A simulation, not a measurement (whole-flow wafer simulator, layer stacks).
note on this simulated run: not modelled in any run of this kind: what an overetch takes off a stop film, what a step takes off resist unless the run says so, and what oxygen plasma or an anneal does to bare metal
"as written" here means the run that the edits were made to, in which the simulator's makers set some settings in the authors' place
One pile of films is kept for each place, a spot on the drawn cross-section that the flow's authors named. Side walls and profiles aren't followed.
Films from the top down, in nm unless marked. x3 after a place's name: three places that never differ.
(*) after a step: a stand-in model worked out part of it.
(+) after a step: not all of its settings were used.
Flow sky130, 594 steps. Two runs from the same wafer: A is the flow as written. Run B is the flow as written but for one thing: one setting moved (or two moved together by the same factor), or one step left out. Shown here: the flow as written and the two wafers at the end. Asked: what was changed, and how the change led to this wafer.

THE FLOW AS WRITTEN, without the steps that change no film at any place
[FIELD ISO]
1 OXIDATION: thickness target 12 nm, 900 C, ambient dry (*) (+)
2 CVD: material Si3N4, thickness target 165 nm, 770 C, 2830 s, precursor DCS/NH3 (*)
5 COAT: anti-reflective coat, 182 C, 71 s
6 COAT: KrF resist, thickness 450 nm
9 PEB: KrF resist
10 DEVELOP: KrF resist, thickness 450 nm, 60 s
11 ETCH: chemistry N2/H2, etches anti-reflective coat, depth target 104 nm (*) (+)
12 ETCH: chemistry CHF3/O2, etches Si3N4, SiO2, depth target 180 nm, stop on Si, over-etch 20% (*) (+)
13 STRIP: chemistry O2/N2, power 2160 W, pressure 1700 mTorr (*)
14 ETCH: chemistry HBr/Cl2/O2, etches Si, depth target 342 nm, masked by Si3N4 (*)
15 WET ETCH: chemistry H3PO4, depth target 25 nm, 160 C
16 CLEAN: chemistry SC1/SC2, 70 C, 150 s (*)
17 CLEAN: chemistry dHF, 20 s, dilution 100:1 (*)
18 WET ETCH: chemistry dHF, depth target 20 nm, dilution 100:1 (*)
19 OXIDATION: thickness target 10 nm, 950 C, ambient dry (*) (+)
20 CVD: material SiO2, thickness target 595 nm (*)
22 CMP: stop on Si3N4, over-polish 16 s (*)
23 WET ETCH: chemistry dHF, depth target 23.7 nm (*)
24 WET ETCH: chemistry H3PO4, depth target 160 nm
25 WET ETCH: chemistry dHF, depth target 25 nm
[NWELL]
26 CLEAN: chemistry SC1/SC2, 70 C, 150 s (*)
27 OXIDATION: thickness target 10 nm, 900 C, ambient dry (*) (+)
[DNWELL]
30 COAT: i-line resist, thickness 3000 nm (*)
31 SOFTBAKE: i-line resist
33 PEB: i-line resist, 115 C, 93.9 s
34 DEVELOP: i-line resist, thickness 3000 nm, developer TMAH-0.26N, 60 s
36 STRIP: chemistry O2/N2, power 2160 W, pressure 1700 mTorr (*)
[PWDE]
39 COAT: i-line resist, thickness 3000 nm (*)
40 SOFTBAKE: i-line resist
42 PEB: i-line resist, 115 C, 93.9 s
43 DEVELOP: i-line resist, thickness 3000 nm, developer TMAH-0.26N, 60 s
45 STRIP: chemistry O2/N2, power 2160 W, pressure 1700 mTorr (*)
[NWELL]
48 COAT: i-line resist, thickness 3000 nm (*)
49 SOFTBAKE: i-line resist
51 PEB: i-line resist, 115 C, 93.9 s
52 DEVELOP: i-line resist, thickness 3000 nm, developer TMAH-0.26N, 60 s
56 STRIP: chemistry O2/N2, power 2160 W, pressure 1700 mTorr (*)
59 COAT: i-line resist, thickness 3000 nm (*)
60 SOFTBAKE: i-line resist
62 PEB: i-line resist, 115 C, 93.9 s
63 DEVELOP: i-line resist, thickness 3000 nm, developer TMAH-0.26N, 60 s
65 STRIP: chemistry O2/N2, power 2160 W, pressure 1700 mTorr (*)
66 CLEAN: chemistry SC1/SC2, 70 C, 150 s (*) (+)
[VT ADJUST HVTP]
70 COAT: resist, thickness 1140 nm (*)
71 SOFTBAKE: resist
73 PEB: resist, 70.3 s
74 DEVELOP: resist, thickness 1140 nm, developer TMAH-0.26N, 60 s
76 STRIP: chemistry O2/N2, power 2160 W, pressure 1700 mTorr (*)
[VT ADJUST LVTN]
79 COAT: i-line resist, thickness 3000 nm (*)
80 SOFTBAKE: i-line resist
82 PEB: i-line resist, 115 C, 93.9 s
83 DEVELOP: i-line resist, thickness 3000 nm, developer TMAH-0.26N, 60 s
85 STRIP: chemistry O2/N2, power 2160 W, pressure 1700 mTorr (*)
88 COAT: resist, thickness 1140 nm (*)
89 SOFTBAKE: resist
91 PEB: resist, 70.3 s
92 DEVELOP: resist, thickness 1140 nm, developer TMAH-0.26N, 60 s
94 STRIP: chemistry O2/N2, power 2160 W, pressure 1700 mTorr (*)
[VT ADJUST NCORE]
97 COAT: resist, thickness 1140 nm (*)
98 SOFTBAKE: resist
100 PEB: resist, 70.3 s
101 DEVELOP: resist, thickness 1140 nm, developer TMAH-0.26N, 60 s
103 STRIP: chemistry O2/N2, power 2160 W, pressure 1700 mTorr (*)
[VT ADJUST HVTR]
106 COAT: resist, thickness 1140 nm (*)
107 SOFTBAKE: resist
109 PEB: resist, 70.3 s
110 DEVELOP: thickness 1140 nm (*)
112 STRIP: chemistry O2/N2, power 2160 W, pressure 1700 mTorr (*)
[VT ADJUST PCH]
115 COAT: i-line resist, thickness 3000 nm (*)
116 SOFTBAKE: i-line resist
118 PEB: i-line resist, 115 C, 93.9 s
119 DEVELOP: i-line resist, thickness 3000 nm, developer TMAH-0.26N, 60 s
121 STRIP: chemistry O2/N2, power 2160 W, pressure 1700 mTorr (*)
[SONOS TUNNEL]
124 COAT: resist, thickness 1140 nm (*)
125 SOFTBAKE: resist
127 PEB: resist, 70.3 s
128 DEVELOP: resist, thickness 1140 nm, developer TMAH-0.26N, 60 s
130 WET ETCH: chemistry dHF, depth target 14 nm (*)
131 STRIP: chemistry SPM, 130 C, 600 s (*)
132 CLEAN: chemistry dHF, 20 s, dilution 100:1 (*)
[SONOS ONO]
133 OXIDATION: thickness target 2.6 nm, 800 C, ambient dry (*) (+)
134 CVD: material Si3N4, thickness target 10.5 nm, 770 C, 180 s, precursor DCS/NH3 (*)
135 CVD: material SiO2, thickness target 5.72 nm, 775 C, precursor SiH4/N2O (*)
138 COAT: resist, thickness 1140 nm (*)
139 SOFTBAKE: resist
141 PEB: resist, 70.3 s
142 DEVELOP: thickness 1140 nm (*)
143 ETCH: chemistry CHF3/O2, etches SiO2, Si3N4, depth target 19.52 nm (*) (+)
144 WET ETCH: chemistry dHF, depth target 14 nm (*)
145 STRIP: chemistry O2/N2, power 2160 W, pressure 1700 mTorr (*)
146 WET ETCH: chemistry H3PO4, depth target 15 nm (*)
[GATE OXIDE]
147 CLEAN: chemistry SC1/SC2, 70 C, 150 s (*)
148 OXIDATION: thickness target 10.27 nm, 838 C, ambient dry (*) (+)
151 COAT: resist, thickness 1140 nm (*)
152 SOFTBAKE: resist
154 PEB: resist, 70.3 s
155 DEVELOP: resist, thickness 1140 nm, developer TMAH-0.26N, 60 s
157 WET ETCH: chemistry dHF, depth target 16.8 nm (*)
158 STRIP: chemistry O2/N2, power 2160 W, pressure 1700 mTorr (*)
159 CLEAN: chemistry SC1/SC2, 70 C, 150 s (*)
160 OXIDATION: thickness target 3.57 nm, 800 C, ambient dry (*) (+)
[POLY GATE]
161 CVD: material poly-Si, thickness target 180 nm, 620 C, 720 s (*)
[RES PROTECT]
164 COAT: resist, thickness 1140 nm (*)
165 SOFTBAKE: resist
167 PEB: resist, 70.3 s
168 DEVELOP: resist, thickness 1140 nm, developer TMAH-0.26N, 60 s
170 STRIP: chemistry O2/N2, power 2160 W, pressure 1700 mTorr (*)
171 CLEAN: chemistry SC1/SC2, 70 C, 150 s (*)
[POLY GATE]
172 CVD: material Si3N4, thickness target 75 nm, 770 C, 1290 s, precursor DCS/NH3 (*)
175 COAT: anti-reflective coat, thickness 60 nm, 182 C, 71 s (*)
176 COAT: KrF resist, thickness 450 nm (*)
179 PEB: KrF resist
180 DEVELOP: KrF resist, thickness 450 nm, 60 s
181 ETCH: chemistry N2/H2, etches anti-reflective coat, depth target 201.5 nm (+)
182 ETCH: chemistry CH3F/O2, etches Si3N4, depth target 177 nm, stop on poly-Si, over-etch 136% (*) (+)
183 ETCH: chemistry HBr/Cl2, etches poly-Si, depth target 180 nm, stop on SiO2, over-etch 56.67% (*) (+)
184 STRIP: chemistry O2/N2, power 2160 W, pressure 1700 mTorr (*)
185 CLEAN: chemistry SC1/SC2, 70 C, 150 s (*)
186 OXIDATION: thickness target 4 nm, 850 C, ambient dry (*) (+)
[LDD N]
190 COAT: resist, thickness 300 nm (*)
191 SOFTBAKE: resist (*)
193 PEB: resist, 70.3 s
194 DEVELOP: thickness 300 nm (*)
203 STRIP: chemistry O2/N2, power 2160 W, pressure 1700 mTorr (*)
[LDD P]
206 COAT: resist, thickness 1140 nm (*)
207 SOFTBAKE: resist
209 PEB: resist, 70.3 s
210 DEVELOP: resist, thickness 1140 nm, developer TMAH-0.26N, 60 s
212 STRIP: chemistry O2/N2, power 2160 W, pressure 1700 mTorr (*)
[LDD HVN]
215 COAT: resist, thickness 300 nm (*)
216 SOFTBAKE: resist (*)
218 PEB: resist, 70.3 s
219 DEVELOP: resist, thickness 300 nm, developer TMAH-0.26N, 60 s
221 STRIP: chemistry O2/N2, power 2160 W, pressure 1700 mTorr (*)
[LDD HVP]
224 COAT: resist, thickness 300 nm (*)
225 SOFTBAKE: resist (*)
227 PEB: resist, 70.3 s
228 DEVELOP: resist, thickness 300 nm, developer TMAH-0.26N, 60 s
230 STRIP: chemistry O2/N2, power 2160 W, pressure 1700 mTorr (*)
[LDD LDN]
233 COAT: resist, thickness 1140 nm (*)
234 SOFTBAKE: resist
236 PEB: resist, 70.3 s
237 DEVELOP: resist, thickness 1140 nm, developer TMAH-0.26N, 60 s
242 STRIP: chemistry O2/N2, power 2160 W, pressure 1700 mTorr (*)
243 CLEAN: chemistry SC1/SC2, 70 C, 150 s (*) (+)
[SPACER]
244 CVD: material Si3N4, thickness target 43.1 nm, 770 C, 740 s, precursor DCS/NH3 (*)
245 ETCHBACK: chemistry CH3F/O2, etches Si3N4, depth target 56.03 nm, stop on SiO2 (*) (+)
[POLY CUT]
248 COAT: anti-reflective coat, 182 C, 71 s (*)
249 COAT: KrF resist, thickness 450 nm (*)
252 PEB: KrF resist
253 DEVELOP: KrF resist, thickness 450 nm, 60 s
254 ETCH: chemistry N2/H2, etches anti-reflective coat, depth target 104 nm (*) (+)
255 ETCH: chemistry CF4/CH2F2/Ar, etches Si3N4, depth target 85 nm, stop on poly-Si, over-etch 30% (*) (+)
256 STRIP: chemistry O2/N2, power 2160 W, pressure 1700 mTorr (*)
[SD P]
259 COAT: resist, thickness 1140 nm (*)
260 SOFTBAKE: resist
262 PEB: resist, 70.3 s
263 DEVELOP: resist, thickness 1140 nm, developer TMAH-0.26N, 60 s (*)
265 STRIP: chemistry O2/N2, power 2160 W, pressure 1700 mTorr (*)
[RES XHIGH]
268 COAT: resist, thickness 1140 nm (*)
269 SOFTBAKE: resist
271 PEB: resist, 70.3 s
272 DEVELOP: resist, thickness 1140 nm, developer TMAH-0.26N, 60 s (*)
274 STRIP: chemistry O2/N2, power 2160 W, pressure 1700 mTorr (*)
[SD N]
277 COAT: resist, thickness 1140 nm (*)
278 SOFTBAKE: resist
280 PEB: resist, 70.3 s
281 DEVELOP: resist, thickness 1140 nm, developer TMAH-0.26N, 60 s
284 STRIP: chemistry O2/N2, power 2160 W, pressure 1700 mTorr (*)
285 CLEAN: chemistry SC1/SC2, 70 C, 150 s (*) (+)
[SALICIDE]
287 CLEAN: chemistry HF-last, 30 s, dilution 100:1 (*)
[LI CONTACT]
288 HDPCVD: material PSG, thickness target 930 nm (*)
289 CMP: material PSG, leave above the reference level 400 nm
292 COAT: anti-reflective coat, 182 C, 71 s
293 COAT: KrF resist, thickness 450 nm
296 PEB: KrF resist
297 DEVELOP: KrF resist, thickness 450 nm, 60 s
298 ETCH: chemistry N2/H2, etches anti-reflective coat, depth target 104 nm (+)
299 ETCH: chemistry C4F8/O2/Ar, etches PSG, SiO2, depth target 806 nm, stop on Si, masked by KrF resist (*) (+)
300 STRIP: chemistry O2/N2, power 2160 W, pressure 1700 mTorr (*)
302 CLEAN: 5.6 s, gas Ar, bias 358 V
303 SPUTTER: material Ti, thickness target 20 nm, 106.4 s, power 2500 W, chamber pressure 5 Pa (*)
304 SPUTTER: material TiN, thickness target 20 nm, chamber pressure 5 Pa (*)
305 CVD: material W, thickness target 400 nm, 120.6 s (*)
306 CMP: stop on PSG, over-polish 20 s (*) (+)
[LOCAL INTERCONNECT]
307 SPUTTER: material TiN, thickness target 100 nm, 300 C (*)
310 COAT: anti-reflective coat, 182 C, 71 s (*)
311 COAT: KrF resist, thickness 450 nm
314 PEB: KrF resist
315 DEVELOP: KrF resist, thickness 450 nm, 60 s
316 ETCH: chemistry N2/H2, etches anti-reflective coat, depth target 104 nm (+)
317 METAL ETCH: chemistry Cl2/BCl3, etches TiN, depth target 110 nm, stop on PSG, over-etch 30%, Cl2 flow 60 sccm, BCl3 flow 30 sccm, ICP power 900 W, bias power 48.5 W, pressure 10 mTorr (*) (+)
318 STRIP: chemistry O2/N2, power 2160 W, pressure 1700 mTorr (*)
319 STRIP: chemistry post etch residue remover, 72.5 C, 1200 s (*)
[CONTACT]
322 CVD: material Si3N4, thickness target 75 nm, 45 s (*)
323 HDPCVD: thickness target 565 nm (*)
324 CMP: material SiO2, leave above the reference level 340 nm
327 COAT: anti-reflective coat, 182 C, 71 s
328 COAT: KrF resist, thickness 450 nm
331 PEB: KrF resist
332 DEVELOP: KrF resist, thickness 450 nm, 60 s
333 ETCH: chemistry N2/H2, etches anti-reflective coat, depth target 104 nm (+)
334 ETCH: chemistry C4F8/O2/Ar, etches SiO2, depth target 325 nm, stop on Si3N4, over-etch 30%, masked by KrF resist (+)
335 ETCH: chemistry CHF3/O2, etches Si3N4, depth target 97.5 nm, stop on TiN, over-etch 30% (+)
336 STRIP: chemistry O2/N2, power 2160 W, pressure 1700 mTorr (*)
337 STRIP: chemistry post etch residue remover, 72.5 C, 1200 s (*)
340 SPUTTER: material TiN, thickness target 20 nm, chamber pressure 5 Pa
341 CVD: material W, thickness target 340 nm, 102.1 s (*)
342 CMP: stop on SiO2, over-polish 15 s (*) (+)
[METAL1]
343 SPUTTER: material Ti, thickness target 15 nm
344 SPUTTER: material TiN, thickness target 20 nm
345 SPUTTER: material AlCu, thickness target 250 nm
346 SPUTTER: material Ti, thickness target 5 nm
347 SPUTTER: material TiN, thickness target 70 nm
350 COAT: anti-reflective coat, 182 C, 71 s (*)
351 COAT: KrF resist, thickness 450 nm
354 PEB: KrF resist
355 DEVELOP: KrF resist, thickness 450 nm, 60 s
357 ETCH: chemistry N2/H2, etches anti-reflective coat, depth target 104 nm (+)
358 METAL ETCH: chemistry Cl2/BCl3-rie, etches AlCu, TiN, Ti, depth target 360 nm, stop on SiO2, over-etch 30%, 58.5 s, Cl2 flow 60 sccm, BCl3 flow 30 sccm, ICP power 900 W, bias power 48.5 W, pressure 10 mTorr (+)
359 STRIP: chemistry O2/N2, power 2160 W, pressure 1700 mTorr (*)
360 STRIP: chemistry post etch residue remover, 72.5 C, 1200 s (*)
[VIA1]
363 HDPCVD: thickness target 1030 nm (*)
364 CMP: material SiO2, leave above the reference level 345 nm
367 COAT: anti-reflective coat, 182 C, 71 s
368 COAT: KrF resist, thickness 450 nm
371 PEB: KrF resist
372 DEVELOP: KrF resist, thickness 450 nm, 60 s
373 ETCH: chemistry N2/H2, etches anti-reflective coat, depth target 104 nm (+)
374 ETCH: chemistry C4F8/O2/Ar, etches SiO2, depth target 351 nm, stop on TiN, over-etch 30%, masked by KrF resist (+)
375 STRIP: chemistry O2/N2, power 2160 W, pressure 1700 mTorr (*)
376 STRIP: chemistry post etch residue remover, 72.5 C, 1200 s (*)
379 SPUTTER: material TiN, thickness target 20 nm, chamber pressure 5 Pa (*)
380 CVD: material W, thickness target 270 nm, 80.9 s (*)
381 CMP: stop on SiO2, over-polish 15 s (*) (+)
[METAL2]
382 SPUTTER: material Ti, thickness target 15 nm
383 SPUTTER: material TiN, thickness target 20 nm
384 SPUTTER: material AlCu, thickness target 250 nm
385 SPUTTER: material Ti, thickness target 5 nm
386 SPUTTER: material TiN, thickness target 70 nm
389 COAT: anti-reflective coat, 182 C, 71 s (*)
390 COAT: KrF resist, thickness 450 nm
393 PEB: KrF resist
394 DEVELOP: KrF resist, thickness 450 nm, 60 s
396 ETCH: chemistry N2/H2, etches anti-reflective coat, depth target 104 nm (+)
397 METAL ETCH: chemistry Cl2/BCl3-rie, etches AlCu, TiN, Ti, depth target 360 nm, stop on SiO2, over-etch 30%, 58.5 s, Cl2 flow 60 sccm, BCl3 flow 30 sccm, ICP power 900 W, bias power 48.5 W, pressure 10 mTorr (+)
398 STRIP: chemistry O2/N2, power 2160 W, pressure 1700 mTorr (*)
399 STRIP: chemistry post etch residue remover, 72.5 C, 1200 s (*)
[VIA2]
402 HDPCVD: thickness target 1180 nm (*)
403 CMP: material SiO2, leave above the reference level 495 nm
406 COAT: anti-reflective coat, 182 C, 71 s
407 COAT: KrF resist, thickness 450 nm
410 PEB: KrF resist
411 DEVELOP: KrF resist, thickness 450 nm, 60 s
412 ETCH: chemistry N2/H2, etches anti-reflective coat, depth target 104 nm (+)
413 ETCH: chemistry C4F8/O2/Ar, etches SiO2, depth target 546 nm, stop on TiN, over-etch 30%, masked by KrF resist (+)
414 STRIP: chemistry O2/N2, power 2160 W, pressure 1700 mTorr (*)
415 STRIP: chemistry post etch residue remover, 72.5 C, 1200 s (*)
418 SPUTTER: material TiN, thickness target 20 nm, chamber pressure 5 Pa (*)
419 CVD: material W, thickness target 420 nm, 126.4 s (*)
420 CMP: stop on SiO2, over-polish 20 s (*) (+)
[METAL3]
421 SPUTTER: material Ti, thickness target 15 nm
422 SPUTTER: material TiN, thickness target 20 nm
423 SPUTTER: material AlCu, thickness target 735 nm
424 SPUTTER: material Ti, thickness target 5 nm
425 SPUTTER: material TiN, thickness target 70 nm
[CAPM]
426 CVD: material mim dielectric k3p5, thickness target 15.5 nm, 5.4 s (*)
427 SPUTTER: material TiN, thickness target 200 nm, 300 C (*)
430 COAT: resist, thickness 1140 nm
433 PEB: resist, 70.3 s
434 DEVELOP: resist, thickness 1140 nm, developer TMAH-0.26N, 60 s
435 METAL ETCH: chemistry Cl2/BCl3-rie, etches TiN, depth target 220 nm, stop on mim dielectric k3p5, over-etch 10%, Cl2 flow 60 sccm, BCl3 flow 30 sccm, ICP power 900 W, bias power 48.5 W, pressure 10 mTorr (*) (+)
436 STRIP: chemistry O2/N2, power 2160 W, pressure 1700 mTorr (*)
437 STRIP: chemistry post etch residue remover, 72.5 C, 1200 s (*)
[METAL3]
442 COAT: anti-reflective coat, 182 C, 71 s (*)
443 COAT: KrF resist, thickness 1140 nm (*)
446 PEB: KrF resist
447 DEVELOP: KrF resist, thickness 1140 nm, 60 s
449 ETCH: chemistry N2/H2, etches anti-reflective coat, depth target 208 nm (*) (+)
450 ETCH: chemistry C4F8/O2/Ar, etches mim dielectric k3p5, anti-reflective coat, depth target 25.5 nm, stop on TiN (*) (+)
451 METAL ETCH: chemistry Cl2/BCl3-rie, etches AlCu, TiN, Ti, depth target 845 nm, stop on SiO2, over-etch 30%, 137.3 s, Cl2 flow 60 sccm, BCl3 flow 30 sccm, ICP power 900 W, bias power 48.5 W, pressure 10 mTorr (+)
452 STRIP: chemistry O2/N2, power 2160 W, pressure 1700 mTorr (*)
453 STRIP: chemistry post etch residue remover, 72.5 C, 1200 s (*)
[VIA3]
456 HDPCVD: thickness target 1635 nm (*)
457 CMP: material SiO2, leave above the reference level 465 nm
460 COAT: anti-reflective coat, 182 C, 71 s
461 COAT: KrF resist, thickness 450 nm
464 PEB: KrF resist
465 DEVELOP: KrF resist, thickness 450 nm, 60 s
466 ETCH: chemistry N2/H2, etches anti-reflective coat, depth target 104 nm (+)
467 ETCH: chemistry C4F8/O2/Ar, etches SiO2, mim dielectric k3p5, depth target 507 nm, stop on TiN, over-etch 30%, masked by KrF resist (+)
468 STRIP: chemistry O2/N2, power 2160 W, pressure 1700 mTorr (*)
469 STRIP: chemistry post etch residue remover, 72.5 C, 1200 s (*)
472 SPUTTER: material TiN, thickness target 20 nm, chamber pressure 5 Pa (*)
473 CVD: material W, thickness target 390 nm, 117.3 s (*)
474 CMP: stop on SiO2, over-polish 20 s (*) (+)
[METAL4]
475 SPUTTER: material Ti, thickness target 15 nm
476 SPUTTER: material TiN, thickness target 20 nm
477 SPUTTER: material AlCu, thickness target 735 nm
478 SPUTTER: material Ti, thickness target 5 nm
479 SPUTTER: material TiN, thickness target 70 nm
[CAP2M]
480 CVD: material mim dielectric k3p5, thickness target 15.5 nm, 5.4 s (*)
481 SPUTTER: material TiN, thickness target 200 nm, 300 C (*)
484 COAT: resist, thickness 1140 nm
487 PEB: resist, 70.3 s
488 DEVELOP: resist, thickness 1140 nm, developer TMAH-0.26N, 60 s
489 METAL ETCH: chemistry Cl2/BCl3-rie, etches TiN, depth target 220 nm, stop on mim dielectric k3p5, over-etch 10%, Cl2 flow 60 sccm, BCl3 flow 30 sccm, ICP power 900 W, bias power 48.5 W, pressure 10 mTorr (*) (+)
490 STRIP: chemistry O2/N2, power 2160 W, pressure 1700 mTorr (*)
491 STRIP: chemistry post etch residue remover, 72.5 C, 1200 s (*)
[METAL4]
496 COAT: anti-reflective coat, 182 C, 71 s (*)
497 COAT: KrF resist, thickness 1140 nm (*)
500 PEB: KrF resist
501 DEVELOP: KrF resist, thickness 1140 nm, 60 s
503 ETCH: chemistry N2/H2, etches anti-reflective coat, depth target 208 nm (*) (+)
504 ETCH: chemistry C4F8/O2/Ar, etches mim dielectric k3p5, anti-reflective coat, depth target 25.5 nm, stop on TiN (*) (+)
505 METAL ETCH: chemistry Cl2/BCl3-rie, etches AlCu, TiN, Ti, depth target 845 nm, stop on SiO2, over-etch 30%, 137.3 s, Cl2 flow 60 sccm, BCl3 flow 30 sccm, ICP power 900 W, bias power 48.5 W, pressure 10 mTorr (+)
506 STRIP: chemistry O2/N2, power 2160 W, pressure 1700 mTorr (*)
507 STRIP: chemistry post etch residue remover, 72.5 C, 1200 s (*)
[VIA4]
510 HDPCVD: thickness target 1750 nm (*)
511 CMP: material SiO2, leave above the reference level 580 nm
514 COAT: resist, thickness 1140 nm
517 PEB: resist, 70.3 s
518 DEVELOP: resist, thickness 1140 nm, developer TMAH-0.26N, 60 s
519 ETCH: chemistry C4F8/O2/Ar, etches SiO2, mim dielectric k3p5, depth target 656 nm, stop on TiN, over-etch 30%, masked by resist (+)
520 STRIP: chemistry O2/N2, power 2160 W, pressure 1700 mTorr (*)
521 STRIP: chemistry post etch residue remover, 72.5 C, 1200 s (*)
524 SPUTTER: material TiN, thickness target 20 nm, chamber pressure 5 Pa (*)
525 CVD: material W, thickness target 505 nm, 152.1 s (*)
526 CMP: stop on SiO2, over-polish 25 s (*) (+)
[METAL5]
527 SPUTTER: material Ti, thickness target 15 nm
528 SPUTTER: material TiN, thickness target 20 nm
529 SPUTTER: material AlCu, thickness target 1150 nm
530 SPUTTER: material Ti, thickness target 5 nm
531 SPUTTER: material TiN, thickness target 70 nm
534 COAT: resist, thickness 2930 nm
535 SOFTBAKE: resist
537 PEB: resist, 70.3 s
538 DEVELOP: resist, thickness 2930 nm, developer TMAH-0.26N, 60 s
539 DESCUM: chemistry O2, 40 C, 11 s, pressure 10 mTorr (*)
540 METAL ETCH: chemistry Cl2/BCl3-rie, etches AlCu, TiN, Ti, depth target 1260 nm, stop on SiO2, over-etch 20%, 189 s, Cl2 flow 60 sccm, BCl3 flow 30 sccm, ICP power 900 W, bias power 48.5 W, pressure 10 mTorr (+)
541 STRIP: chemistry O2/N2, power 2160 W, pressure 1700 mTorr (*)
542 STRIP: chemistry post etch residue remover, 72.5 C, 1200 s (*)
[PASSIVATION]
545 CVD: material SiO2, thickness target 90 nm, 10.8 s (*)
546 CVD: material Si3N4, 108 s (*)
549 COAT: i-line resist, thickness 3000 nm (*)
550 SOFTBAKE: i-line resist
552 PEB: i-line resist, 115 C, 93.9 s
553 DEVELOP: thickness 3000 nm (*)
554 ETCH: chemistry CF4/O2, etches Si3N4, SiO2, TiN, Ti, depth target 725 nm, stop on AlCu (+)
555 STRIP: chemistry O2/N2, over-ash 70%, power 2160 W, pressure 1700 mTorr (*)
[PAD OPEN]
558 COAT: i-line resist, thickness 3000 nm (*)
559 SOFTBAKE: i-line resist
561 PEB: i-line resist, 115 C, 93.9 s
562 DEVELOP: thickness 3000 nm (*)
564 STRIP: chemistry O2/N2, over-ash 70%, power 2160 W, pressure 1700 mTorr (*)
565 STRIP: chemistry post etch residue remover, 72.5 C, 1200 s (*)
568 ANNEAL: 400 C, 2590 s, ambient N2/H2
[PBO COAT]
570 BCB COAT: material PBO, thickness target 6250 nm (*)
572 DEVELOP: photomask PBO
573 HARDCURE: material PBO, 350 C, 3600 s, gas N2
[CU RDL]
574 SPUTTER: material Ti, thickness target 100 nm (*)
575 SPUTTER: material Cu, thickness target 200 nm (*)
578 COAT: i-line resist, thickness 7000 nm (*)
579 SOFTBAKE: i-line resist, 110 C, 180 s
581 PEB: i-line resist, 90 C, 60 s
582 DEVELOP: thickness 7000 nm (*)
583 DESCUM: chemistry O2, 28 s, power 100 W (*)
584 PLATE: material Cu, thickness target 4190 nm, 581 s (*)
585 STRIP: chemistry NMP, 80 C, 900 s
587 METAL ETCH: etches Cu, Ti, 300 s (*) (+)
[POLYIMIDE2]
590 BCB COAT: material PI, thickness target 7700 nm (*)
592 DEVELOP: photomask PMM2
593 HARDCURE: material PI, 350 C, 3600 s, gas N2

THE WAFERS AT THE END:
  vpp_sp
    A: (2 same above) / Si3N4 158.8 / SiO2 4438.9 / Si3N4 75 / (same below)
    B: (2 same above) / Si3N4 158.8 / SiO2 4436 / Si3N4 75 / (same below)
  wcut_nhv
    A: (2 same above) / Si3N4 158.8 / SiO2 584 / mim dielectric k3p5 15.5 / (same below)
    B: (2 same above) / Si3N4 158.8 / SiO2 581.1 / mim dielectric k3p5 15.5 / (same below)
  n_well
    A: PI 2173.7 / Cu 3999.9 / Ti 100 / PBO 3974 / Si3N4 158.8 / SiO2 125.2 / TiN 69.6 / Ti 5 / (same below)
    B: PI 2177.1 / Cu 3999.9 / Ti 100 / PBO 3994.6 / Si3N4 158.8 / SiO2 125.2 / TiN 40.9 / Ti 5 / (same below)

The cause: step 531, SPUTTER: thickness target 41.3 nm was run, where the flow has thickness target 70 nm.

How the change led to this, step by step:
  531 SPUTTER: material TiN, thickness target 70 nm
      field, active, n_well and 190 more: A TiN +70 (new film) | B TiN +41.3 (new film)
  540 METAL ETCH: chemistry Cl2/BCl3-rie, etches AlCu, TiN, Ti, depth target 1260 nm, stop on SiO2, over-etch 20%, 189 s, Cl2 flow 60 sccm, BCl3 flow 30 sccm, ICP power 900 W, bias power 48.5 W, pressure 10 mTorr (+)
      field, active, gate and 175 more: A TiN -70 (all of it), Ti -5 (all of it), AlCu -1150 (all of it), TiN -20 (all of it), Ti -15 (all of it), SiO2 -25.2 | B TiN -41.3 (all of it), Ti -5 (all of it), AlCu -1150 (all of it), TiN -20 (all of it), Ti -15 (all of it), SiO2 -28.1
  550 SOFTBAKE: i-line resist
      gate_p_lvt, iso_guard_hv_nw: A i-line resist +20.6 | B i-line resist +20
      gate: A i-line resist -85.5 | B i-line resist -82.7
      (and at 52 more places)
  554 ETCH: chemistry CF4/O2, etches Si3N4, SiO2, TiN, Ti, depth target 725 nm, stop on AlCu (+)
      field, active, n_well and 189 more: A i-line resist -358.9 | B i-line resist -330.2
      pad: A Si3N4 -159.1 (all of it), SiO2 -125.2 (all of it), TiN -69.6 (all of it), Ti -5 (all of it) | B Si3N4 -159.1 (all of it), SiO2 -125.2 (all of it), TiN -40.9 (all of it), Ti -5 (all of it)
  555 STRIP: chemistry O2/N2, over-ash 70%, power 2160 W, pressure 1700 mTorr (*)
      n_well, p_well, sd_n, sd_p: A i-line resist -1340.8 (all of it) | B i-line resist -1394.7 (all of it)
      ndiff_licon_rim, ndiff_licon: A i-line resist -1368.9 (all of it) | B i-line resist -1422.1 (all of it)
      (and at 7 more places)
  559 SOFTBAKE: i-line resist
      gate_p_lvt, iso_guard_hv_nw: A i-line resist +20.6 | B i-line resist +20
      gate: A i-line resist -85.5 | B i-line resist -82.7
      (and at 56 more places)
  579 SOFTBAKE: i-line resist, 110 C, 180 s
      m5_stack_ln: A i-line resist -30 | B i-line resist -29.3
